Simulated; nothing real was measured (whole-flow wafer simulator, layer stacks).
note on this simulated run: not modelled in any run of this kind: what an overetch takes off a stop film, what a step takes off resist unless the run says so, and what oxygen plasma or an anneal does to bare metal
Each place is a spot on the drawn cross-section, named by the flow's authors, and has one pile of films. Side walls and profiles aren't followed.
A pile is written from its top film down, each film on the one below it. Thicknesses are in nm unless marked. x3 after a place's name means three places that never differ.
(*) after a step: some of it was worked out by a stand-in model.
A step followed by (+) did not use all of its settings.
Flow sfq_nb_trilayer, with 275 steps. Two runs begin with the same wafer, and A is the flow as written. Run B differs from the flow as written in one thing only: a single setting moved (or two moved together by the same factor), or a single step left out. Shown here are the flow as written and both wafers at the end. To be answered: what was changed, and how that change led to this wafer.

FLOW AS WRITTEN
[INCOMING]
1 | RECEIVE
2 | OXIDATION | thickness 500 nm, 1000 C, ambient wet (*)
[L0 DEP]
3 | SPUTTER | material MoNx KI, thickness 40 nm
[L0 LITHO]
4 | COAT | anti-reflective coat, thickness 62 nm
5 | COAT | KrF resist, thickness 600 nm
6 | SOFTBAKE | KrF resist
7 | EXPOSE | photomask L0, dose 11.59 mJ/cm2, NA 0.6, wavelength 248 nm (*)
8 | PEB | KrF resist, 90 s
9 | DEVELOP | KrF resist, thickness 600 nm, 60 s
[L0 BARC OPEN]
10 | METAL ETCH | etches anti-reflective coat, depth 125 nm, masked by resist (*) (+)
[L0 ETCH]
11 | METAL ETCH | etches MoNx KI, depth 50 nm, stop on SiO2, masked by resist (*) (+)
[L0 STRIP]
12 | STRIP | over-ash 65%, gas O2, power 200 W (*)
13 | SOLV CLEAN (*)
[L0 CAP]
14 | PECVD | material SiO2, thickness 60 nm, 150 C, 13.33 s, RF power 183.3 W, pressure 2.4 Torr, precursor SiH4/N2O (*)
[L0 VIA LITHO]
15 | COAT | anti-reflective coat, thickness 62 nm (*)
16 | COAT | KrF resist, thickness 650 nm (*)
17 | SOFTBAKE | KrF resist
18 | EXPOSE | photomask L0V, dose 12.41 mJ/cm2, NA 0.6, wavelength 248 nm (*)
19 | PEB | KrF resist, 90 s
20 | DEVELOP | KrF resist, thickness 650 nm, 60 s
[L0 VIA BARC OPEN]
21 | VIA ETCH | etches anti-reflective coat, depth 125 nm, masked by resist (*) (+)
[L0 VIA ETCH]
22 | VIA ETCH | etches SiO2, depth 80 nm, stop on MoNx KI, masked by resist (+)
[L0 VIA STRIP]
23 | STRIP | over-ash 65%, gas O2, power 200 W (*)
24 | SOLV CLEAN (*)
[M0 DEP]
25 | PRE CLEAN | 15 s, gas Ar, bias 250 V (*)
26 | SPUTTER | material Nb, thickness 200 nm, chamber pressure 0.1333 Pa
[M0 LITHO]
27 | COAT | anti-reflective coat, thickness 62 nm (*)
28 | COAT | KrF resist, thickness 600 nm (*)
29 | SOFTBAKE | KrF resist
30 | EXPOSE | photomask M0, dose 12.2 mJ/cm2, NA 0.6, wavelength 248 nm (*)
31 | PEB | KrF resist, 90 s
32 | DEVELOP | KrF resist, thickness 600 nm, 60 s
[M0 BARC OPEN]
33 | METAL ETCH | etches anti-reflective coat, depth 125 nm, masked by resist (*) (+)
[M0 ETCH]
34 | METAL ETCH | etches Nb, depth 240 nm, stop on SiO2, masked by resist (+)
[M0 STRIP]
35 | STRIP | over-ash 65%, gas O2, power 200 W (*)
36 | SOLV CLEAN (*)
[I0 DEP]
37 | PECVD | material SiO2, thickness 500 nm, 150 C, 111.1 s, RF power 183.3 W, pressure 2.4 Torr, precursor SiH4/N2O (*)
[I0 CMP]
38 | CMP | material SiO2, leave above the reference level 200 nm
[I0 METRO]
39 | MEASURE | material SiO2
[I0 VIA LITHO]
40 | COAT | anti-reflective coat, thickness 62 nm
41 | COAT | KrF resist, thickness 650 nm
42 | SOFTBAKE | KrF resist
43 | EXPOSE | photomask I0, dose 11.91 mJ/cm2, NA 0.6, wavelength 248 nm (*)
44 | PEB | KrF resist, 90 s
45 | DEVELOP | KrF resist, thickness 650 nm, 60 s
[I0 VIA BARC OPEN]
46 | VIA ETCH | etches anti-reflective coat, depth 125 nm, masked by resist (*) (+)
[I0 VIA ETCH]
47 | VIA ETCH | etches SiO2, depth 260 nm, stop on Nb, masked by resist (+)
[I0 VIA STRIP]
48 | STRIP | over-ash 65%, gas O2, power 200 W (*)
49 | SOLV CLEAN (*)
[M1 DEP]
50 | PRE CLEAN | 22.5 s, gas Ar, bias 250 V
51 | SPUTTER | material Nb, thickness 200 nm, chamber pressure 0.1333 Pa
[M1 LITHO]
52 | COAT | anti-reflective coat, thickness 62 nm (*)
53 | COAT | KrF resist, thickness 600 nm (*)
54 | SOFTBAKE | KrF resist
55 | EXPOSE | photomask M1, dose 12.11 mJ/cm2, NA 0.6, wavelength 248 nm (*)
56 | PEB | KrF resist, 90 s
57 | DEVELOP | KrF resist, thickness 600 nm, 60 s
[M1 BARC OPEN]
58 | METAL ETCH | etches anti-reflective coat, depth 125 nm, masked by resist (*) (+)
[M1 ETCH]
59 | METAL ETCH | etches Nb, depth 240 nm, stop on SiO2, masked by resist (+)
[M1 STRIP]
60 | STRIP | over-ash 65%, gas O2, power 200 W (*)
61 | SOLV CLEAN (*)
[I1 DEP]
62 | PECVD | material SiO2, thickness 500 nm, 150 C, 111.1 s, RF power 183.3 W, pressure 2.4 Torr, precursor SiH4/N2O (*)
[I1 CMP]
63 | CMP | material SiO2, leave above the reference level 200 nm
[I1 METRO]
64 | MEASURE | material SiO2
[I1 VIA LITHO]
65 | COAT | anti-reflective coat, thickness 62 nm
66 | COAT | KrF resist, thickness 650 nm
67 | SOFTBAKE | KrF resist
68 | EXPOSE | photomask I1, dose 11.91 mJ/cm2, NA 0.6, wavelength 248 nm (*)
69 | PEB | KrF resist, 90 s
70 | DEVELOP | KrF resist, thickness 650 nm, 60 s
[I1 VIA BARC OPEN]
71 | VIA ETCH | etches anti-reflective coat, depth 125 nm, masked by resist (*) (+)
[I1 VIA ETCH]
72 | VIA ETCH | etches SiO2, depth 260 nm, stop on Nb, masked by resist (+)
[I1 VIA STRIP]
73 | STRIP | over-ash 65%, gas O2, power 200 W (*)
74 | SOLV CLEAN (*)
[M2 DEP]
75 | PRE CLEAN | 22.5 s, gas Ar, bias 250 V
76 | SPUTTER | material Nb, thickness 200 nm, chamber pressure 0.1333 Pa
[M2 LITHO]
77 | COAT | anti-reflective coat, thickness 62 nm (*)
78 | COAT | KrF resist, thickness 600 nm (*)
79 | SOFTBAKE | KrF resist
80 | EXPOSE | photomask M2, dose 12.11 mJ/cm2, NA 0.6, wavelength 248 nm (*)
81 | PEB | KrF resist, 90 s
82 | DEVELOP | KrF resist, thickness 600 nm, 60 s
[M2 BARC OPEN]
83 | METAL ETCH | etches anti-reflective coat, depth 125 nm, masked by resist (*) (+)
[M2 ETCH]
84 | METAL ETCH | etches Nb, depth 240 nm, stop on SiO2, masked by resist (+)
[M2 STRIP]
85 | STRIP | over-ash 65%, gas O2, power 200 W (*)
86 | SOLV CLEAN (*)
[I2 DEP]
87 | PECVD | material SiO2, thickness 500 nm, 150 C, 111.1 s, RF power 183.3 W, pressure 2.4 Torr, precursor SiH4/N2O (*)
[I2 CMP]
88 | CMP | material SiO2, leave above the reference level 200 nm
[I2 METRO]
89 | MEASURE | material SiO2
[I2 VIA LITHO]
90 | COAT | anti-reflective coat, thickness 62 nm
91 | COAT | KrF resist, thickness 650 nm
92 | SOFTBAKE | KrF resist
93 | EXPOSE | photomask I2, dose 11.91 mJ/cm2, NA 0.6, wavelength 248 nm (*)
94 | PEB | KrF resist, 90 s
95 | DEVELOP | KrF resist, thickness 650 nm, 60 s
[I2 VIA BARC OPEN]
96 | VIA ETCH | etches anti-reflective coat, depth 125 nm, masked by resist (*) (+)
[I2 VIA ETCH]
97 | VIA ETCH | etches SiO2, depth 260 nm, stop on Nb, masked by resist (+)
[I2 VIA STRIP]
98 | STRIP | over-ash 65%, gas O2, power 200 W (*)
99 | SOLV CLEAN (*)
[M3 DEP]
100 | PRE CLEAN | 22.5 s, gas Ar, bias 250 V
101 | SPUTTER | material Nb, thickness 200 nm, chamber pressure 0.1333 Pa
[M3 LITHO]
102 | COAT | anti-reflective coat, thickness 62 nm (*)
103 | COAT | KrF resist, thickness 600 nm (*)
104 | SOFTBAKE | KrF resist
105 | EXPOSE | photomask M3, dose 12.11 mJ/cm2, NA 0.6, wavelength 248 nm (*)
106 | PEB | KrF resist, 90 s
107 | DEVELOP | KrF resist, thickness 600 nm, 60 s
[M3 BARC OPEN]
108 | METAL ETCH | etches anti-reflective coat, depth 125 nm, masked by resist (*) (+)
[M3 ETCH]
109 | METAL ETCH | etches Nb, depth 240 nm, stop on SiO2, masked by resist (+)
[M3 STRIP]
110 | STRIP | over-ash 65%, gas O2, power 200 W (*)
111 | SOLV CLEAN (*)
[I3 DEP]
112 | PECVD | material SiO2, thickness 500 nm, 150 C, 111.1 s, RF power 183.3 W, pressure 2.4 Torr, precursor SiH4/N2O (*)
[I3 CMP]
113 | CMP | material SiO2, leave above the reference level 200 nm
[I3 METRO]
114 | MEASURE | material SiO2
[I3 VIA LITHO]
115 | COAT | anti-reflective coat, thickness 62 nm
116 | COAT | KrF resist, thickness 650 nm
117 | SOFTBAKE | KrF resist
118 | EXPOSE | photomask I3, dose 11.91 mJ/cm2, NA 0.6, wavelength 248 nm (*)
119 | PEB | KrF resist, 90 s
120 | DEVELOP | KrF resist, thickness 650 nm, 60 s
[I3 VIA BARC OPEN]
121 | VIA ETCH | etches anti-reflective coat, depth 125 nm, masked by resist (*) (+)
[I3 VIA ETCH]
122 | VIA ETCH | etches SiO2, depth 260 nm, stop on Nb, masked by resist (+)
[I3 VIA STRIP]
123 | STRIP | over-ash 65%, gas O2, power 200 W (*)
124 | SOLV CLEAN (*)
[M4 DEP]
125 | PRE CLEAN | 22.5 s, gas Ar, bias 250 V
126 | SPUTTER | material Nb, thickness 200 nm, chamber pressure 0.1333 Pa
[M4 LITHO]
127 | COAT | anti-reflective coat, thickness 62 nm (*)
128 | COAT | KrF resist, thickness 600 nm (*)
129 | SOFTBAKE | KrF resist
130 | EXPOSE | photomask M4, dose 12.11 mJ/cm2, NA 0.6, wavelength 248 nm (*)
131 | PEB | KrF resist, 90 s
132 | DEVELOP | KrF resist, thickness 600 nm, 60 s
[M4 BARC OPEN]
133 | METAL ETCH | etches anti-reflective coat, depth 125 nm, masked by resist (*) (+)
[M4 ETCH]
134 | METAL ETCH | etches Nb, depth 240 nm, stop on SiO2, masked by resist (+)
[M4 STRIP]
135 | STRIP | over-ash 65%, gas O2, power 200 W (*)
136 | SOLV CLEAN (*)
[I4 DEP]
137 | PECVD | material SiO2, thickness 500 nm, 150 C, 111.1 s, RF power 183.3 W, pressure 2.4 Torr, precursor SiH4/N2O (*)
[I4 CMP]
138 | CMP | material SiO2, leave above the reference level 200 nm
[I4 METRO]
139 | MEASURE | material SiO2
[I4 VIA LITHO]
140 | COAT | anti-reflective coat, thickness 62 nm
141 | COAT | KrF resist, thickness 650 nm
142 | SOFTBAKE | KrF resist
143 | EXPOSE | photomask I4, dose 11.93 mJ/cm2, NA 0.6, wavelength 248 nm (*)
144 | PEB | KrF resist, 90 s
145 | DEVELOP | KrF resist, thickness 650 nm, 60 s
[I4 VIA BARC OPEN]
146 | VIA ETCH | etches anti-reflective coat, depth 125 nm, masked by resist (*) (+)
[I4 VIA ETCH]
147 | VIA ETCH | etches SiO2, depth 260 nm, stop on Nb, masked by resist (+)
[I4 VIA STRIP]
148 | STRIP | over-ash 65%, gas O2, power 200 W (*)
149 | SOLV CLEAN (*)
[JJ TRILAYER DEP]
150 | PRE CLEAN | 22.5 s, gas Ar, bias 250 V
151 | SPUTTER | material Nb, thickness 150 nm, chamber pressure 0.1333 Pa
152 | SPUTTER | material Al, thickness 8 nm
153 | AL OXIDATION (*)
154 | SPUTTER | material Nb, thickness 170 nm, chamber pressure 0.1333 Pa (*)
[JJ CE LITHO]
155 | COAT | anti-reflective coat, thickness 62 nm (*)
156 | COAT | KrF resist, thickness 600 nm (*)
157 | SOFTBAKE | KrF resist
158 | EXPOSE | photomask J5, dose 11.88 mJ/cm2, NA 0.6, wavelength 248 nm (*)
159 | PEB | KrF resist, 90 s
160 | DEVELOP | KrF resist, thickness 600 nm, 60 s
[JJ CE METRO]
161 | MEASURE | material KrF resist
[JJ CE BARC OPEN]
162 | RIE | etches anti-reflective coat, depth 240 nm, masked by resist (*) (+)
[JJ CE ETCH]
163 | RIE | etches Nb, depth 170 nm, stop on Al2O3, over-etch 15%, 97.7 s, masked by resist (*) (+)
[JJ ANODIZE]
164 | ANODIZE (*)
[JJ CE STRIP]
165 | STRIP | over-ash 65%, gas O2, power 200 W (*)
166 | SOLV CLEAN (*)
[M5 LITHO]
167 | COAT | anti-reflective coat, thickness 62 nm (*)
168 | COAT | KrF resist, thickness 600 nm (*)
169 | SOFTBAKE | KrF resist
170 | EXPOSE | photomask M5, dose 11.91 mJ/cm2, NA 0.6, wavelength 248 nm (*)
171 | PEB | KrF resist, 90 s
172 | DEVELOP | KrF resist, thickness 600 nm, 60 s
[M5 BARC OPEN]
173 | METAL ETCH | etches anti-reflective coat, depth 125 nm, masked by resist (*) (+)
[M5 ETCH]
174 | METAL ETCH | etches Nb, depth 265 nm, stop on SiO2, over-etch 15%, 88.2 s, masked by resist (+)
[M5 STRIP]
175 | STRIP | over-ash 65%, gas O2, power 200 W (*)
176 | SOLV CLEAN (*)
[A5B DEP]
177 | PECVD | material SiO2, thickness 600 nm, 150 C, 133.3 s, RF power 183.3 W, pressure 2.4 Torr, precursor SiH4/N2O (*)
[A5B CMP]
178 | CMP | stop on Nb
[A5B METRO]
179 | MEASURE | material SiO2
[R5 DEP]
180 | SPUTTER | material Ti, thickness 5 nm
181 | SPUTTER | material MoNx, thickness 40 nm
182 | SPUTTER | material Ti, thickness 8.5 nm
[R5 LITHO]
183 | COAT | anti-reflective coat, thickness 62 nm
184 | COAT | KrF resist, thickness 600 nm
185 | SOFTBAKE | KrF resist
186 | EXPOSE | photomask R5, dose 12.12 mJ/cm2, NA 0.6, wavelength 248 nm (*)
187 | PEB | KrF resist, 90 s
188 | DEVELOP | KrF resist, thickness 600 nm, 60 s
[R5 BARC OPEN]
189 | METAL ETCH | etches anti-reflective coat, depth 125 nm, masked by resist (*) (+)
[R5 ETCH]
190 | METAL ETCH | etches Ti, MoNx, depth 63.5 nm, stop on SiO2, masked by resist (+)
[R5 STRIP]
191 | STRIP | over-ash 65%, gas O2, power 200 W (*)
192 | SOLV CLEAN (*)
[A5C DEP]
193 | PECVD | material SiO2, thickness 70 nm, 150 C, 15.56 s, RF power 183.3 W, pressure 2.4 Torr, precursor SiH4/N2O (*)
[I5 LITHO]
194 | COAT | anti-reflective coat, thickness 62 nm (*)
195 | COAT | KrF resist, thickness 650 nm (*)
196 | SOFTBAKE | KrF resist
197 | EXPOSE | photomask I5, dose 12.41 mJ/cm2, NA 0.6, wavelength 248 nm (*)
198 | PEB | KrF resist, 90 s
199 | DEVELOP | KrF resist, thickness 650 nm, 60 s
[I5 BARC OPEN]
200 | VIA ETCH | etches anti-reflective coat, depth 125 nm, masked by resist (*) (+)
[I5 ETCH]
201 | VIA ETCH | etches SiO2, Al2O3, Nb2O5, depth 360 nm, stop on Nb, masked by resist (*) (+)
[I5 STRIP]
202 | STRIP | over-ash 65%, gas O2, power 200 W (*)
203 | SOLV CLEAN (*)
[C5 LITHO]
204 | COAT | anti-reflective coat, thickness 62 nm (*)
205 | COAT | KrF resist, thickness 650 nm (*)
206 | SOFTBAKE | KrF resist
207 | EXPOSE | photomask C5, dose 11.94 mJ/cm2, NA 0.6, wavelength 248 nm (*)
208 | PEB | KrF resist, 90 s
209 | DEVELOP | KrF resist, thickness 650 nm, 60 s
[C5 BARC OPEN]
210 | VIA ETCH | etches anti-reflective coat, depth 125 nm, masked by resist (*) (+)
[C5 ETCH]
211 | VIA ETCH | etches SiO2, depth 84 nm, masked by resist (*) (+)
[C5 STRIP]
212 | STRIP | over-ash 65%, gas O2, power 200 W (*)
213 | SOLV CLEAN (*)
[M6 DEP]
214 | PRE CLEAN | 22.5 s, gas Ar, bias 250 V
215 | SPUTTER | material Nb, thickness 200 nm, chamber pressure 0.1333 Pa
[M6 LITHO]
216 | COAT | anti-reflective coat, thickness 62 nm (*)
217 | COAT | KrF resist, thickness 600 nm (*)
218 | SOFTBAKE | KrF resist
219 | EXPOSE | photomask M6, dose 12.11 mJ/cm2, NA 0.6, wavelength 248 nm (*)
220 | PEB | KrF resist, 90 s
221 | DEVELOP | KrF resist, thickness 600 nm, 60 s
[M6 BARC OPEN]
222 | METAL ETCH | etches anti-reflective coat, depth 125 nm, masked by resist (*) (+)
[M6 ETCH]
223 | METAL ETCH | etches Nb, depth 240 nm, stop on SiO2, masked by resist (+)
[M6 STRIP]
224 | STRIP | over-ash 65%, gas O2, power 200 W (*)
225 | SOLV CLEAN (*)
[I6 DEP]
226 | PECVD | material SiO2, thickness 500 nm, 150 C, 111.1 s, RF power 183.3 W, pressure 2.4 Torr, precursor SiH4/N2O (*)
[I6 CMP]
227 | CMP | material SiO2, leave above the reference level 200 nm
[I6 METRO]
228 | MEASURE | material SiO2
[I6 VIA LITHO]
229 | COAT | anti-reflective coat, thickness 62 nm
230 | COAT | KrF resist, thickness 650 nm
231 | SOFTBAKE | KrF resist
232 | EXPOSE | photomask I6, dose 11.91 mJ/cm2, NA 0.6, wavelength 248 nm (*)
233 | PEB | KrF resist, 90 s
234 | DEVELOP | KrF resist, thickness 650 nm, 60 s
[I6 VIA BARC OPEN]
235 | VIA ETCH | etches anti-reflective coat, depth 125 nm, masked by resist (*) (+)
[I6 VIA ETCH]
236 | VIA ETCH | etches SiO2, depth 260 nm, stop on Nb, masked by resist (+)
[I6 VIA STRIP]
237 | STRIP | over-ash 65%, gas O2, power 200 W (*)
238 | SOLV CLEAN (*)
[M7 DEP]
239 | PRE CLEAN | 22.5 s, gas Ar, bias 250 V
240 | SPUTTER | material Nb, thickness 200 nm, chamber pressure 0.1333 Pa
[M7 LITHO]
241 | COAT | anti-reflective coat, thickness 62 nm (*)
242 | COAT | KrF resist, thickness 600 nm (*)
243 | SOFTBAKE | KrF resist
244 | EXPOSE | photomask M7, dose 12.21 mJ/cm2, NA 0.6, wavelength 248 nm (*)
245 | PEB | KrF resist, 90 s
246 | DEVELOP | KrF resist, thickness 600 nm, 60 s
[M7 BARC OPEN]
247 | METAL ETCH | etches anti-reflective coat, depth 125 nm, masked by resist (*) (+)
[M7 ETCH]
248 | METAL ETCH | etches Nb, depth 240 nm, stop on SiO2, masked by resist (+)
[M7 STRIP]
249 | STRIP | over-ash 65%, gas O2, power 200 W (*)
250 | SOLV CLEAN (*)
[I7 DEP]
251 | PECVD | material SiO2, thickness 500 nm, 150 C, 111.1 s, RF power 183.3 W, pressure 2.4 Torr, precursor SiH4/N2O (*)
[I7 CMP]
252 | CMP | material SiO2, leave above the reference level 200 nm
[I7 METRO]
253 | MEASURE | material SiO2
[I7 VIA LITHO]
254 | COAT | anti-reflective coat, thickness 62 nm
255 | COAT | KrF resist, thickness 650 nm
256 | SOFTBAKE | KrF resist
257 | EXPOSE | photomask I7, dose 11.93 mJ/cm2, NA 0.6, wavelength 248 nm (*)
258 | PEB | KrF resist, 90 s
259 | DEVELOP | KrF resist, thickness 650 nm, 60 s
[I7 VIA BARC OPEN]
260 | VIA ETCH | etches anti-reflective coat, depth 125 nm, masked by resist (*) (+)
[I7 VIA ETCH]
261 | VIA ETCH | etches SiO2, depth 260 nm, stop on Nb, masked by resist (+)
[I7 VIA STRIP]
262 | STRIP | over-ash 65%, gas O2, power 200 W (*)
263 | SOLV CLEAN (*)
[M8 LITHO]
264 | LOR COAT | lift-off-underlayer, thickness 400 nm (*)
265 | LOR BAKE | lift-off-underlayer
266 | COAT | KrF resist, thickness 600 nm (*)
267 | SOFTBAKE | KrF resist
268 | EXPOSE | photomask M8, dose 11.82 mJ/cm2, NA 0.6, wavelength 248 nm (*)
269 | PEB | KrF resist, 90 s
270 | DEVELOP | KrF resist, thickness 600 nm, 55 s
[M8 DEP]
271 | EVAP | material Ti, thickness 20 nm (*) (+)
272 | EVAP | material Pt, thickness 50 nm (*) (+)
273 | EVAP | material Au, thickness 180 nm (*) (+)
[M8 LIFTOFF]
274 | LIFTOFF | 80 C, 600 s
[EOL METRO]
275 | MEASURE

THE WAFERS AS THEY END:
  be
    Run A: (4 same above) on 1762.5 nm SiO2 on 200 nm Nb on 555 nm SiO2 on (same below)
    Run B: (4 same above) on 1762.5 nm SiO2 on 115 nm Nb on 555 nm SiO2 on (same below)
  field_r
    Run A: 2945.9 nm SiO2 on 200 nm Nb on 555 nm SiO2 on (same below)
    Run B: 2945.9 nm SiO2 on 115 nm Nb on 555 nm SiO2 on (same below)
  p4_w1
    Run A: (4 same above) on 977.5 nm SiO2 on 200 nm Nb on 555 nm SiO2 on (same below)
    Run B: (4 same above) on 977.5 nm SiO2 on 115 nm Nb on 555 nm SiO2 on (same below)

The reason: step 26, SPUTTER: thickness 115 nm was run, though the flow has thickness 200 nm.
The wafer itself shows it: be has Nb 115, and step 26 as written asks for 200 nm.

How this came from the change, step by step:
  26 | SPUTTER | material Nb, thickness 200 nm, chamber pressure 0.1333 Pa
      field_l, via_wl, via_w and 100 more: A +200 Nb (new film) | B +115 Nb (new film)
      v_sur: A +200 Nb (new film) | B +111 Nb (new film)
      (and at 2 other places as well)
  27 | COAT | anti-reflective coat, thickness 62 nm (*)
      v_sur: A +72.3 anti-reflective coat (new film) | B +74.3 anti-reflective coat (new film)
  34 | METAL ETCH | etches Nb, depth 240 nm, stop on SiO2, masked by resist (+)
      field_l, v_sur, via_wl and 100 more: A -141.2 KrF resist | B -101.5 KrF resist
      moat, m0r_space_l x2: A -200 Nb (all of it) | B -115 Nb (all of it)
  35 | STRIP | over-ash 65%, gas O2, power 200 W (*)
      p4_fl, p4_fm, p4_w1 and 68 more: A -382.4 KrF resist (all of it), -62 anti-reflective coat (all of it) | B -422.1 KrF resist (all of it), -62 anti-reflective coat (all of it)
      ce_r, sp_r, be_r, r_sur: A -389 KrF resist (all of it), -63.6 anti-reflective coat (all of it) | B -428.6 KrF resist (all of it), -63.6 anti-reflective coat (all of it)
      (and at 28 other places as well)
  37 | PECVD | material SiO2, thickness 500 nm, 150 C, 111.1 s, RF power 183.3 W, pressure 2.4 Torr, precursor SiH4/N2O (*)
      moat, m0r_space_l x2: A +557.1 SiO2 | B +500 SiO2
  38 | CMP | material SiO2, leave above the reference level 200 nm
      moat, m0r_space_l x2: A -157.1 SiO2 | B -185 SiO2
